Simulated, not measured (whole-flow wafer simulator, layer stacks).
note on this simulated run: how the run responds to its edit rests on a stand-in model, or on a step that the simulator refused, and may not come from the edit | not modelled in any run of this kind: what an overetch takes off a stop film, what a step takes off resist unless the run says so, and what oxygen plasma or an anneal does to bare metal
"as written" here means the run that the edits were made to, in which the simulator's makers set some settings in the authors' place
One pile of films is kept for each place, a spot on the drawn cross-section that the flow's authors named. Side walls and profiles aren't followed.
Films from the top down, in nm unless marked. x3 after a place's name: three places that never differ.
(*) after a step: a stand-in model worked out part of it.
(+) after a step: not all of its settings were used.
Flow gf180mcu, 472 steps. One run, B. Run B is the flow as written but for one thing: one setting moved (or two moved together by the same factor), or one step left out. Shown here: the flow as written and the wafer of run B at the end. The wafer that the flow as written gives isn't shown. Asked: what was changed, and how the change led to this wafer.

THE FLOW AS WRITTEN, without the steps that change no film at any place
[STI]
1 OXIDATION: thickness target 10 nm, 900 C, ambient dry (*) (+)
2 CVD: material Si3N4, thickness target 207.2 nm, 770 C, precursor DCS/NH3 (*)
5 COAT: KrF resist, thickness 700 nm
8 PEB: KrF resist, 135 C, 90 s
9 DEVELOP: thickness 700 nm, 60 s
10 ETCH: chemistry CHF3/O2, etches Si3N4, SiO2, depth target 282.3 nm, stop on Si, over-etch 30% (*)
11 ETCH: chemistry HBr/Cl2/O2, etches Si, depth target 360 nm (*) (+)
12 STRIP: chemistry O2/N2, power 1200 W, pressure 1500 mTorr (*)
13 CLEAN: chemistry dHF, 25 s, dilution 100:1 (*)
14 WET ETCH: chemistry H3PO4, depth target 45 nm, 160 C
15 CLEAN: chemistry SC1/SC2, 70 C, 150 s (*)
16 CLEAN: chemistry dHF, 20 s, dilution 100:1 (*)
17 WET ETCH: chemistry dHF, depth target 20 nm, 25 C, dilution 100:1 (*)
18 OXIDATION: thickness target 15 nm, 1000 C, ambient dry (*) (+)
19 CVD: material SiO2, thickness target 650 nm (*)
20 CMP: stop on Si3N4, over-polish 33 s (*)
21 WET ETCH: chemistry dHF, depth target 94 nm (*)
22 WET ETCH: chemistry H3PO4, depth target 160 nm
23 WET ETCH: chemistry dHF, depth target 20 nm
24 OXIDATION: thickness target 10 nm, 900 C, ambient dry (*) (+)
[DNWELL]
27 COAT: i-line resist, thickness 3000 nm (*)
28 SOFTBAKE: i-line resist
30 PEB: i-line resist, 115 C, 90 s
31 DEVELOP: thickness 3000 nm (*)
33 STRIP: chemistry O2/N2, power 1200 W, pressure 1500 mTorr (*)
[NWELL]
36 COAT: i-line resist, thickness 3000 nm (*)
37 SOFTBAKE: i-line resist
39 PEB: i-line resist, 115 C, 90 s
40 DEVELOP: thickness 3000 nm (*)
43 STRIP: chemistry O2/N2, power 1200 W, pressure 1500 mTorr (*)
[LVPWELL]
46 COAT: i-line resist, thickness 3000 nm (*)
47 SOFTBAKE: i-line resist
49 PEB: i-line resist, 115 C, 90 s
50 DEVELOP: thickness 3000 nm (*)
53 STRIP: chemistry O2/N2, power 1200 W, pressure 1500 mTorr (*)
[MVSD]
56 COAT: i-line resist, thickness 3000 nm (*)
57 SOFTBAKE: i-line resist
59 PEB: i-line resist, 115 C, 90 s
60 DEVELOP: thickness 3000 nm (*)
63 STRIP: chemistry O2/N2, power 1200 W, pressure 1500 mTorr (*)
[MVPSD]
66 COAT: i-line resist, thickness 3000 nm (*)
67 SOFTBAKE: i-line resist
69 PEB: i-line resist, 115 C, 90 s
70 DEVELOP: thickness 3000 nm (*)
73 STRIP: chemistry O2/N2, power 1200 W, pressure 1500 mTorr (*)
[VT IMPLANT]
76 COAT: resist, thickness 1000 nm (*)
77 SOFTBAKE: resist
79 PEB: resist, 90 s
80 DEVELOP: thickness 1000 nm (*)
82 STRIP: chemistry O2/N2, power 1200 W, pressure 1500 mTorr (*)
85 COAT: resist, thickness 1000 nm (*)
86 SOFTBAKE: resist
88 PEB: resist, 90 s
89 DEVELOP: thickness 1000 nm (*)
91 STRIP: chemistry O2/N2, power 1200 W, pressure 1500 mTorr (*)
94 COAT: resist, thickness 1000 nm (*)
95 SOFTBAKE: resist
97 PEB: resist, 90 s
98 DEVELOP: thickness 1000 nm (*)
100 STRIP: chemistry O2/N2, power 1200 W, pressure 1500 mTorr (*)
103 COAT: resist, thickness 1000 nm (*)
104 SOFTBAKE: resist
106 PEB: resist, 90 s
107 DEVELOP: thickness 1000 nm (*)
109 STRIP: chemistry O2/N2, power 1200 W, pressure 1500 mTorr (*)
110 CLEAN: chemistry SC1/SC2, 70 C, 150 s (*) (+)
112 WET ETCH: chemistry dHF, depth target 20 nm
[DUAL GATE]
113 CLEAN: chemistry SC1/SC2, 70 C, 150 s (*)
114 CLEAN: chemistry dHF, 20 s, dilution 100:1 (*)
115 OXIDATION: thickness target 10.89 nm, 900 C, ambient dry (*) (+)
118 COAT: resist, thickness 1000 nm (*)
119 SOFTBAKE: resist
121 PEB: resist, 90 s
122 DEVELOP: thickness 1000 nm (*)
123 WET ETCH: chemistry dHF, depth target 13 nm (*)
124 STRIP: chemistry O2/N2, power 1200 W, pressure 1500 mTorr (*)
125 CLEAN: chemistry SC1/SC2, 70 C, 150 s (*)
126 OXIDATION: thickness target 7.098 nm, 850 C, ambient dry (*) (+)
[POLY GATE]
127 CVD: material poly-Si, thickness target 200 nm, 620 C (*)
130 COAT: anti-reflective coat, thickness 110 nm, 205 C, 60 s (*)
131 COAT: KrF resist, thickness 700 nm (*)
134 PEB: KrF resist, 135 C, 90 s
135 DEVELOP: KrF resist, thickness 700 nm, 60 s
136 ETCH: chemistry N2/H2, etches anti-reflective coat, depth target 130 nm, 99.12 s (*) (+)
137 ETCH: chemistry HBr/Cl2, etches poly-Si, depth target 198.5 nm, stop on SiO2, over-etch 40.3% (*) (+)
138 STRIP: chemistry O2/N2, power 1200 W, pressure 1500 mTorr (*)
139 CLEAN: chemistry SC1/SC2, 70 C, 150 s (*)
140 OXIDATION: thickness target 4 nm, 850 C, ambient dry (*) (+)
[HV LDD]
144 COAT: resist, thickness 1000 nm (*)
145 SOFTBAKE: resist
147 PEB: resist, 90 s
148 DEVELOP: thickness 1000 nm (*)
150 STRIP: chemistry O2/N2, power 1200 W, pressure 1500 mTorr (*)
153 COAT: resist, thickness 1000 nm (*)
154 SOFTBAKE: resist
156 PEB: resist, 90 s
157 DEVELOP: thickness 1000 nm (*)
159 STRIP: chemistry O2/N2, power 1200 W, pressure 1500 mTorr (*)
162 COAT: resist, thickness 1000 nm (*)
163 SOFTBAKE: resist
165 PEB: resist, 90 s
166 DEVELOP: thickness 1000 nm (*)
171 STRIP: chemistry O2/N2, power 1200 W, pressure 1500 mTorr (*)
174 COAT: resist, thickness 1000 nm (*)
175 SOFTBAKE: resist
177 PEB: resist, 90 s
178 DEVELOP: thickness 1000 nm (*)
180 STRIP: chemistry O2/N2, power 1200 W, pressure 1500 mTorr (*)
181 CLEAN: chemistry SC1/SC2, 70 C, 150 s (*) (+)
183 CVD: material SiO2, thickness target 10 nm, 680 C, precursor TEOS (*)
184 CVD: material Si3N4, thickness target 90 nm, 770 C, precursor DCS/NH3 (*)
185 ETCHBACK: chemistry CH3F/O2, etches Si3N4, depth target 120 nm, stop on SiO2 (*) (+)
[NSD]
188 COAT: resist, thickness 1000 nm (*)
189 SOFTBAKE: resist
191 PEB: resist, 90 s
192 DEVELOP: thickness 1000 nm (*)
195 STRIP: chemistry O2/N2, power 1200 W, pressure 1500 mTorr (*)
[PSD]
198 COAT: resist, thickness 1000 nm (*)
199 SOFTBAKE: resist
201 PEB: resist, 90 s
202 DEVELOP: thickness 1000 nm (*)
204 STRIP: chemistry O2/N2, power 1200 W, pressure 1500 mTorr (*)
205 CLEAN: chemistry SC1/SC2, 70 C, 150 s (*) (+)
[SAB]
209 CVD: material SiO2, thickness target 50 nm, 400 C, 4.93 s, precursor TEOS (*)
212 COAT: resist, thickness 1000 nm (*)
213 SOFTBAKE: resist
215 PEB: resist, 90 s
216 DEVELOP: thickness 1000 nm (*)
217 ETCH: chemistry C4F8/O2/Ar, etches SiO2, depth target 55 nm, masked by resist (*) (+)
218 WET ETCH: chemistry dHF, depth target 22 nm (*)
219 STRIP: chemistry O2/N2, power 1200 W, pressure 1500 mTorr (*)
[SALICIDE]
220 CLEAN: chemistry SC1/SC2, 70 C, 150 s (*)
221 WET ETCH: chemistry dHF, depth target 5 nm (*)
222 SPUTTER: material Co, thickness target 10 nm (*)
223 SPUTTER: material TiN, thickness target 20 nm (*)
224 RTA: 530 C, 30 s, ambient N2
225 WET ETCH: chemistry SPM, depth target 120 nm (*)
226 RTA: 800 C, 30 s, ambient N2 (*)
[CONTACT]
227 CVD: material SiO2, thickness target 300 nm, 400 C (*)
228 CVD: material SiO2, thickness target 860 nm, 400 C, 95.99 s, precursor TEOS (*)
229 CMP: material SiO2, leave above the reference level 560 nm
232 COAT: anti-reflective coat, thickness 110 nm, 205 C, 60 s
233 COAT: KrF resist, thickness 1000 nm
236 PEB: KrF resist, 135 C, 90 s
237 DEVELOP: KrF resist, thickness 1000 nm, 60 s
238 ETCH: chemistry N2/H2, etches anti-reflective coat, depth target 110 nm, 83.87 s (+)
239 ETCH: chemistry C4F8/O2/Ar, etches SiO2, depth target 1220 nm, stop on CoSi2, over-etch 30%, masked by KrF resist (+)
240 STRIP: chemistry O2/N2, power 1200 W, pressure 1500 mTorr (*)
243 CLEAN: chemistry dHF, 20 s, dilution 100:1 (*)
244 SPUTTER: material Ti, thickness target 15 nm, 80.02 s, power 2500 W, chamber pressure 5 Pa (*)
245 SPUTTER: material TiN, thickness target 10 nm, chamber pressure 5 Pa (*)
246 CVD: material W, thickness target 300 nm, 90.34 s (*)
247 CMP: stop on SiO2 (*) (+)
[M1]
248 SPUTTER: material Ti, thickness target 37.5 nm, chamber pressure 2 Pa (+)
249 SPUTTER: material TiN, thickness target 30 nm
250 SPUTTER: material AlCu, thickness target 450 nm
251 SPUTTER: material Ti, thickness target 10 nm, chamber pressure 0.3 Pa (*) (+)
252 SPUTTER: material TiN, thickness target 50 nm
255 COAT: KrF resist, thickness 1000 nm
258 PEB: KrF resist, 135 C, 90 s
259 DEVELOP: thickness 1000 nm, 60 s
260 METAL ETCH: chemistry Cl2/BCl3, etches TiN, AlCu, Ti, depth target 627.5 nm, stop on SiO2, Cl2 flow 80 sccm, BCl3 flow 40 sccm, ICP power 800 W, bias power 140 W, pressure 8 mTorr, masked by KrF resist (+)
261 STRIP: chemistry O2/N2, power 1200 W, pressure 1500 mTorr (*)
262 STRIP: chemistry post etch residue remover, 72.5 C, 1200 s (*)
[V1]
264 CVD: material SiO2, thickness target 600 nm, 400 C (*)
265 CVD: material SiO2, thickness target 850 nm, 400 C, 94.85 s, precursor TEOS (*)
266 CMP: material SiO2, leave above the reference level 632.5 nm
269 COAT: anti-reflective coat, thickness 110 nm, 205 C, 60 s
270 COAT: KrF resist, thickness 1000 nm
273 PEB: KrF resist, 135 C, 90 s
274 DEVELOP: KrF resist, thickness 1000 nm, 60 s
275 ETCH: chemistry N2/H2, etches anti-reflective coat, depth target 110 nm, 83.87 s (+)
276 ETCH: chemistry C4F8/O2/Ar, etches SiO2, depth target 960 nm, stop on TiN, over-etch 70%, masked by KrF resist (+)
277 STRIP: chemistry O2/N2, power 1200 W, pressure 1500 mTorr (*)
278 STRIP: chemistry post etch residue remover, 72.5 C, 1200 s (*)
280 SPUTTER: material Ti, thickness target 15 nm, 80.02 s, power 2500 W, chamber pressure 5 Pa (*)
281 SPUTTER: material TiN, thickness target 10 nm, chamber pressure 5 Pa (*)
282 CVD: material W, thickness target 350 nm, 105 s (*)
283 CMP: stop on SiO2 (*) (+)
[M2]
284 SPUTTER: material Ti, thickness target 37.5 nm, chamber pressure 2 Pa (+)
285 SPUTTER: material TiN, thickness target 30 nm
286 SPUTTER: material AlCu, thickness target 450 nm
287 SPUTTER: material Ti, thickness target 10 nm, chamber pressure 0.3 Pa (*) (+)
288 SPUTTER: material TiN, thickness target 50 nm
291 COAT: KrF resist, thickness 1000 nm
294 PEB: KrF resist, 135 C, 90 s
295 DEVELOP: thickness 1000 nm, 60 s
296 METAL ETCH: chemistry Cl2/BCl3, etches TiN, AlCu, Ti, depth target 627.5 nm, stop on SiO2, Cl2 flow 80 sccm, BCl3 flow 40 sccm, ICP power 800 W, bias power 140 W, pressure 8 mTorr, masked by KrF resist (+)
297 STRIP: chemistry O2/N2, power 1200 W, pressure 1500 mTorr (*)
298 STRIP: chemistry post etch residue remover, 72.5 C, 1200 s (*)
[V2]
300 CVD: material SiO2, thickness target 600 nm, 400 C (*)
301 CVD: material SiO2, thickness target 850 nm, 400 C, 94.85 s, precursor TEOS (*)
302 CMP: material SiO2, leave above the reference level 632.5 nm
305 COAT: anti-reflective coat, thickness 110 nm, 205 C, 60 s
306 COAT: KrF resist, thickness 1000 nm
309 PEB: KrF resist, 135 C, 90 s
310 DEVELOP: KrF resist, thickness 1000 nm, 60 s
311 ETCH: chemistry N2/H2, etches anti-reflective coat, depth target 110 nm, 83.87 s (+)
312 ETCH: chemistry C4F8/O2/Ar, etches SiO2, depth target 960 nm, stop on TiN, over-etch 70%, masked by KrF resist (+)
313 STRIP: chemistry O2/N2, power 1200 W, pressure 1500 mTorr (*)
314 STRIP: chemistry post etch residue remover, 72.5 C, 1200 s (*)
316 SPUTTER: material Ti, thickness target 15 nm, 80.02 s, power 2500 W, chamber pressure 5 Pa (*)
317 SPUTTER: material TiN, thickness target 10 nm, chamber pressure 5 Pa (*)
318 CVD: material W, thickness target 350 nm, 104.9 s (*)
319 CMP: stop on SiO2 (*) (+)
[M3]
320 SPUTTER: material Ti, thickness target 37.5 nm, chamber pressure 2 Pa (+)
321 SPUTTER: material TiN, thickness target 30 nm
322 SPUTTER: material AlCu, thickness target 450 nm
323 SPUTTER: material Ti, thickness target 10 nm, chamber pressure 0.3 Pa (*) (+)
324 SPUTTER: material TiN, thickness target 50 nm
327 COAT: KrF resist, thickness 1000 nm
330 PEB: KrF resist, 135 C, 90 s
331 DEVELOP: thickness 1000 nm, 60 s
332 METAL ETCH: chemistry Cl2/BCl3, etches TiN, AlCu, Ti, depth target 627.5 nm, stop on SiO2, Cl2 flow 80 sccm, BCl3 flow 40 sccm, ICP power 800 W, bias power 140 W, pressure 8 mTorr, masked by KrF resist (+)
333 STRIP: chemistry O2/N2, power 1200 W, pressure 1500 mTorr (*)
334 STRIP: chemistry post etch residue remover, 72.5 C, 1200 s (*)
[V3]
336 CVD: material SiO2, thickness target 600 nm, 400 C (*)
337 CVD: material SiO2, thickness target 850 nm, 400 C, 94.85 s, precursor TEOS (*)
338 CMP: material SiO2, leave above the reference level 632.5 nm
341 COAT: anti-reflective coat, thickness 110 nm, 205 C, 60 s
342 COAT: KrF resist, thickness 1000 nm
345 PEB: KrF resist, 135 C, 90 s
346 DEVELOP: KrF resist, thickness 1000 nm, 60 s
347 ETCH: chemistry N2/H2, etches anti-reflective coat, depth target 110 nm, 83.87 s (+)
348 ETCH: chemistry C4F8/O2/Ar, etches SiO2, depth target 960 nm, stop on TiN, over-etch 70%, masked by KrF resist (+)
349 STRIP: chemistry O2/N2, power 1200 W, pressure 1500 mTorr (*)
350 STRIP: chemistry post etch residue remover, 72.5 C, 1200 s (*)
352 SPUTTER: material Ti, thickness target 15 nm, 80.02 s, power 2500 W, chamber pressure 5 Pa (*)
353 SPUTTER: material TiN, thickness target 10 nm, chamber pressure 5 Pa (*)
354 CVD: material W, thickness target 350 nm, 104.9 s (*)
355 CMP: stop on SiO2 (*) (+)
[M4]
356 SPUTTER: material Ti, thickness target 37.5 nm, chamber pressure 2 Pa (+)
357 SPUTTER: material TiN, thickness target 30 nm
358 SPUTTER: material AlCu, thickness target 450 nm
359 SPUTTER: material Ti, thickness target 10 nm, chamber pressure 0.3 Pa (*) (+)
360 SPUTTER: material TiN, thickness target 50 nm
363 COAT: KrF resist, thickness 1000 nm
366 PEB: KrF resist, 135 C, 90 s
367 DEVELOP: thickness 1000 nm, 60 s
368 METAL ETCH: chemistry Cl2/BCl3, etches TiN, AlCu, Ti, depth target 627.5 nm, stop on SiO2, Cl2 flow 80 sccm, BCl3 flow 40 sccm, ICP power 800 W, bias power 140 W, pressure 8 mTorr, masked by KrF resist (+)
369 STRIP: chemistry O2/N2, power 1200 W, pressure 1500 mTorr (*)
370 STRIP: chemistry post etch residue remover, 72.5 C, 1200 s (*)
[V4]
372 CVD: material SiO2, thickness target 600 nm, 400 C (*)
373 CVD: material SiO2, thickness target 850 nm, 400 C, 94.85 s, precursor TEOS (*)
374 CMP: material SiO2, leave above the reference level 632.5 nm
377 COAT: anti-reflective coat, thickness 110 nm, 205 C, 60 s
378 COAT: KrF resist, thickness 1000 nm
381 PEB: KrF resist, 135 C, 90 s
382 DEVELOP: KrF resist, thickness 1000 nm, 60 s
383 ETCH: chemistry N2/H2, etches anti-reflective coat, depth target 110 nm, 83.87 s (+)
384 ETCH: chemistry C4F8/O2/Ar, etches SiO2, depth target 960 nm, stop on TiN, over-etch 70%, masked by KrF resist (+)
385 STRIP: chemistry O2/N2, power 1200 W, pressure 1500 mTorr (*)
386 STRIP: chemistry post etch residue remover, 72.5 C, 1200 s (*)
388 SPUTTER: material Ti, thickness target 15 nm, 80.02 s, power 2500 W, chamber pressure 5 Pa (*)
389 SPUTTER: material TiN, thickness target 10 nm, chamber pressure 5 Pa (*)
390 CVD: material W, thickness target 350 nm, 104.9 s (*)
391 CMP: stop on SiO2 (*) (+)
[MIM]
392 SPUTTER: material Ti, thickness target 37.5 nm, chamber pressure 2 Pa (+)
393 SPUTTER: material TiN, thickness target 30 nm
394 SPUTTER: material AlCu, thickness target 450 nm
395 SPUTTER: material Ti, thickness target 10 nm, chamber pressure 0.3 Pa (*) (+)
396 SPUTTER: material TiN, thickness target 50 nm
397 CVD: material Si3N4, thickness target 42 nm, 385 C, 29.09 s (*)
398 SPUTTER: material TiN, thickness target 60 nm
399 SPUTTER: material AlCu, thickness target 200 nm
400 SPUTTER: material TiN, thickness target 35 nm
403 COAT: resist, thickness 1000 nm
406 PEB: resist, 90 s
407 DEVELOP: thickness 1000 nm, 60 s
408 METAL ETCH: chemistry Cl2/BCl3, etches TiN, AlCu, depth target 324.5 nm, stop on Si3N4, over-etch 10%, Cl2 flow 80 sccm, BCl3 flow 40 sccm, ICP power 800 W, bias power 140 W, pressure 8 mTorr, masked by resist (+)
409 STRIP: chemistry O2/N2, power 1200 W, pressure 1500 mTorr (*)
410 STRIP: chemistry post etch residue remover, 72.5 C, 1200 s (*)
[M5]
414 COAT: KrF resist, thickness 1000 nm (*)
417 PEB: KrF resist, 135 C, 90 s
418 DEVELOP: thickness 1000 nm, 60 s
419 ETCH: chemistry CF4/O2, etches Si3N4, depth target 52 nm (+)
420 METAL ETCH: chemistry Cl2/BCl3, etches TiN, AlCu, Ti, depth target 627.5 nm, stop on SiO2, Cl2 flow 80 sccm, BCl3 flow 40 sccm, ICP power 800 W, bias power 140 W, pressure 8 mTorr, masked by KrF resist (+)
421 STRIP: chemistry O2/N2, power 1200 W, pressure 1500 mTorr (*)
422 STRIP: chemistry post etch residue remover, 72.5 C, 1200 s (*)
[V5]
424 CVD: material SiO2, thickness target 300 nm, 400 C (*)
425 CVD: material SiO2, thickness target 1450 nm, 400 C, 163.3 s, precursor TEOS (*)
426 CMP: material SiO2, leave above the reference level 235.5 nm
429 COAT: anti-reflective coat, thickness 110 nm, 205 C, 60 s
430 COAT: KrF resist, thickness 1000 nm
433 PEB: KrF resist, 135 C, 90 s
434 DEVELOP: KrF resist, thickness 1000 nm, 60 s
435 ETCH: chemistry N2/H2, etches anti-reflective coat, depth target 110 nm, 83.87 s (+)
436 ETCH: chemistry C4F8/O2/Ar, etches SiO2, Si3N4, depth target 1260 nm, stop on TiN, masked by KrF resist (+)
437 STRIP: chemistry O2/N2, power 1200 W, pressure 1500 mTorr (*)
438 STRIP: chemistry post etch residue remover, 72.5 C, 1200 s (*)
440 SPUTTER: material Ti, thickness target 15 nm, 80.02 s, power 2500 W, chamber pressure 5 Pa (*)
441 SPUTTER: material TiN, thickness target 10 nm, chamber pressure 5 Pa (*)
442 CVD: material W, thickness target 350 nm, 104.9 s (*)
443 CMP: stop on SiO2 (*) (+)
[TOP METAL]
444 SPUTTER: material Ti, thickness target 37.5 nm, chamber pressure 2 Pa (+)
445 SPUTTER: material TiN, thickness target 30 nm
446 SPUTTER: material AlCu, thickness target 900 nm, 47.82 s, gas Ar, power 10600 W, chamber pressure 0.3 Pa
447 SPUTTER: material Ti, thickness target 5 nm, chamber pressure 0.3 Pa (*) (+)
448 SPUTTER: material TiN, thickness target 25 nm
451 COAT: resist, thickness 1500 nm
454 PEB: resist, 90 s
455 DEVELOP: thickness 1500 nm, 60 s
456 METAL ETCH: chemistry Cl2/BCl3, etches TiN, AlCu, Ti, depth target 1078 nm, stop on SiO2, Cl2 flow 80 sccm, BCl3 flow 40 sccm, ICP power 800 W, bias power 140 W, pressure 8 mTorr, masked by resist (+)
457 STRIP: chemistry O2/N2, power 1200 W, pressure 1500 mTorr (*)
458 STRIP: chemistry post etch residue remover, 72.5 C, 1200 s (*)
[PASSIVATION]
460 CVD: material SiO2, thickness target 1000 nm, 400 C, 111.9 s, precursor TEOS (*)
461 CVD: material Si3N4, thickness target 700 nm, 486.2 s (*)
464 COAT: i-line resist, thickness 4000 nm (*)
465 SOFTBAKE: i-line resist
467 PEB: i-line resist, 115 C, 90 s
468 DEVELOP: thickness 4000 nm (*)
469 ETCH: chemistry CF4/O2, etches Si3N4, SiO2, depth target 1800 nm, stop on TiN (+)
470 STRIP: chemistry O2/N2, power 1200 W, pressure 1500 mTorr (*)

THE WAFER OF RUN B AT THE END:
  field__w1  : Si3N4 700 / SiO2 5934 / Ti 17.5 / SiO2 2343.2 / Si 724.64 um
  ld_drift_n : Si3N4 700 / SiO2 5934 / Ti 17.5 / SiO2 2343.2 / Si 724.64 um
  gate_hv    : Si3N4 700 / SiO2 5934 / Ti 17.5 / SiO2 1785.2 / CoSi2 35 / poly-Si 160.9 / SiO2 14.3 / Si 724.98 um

The cause: step 286, SPUTTER: thickness target 517.5 nm was run, where the flow has thickness target 450 nm.

How the change led to this, step by step:
  286 SPUTTER: material AlCu, thickness target 450 nm
      field, field__w1, field__w2 and 108 more: AlCu +517.5 (new film) (as written it would be: AlCu +450 (new film))
  296 METAL ETCH: chemistry Cl2/BCl3, etches TiN, AlCu, Ti, depth target 627.5 nm, stop on SiO2, Cl2 flow 80 sccm, BCl3 flow 40 sccm, ICP power 800 W, bias power 140 W, pressure 8 mTorr, masked by KrF resist (+)
      field, field__w1, field__w2 and 103 more: TiN -50 (all of it), Ti -10 (all of it), AlCu -517.5 (all of it), TiN -30 (all of it), Ti -20 (as written it would be: TiN -50 (all of it), Ti -10 (all of it), AlCu -450 (all of it), TiN -30 (all of it), Ti -37.5 (all of it))
  300 CVD: material SiO2, thickness target 600 nm, 400 C (*)
      field, field__w1, field__w2 and 103 more: SiO2 +600 (new film) (as written it would be: SiO2 +600)
  302 CMP: material SiO2, leave above the reference level 632.5 nm
      field, field__w1, field__w2 and 103 more: SiO2 -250 (as written it would be: SiO2 -300)
Counting metal films that touch as one body, field__w1 has 1 body; the flow as written gives 0 bodies.
Counting metal films that touch as one body, ld_drift_n has 1 body; the flow as written gives 0 bodies.
Counting metal films that touch as one body, gate_hv has 2 bodies (between them, from the top down: SiO2 1785.2); the flow as written gives 1 body.
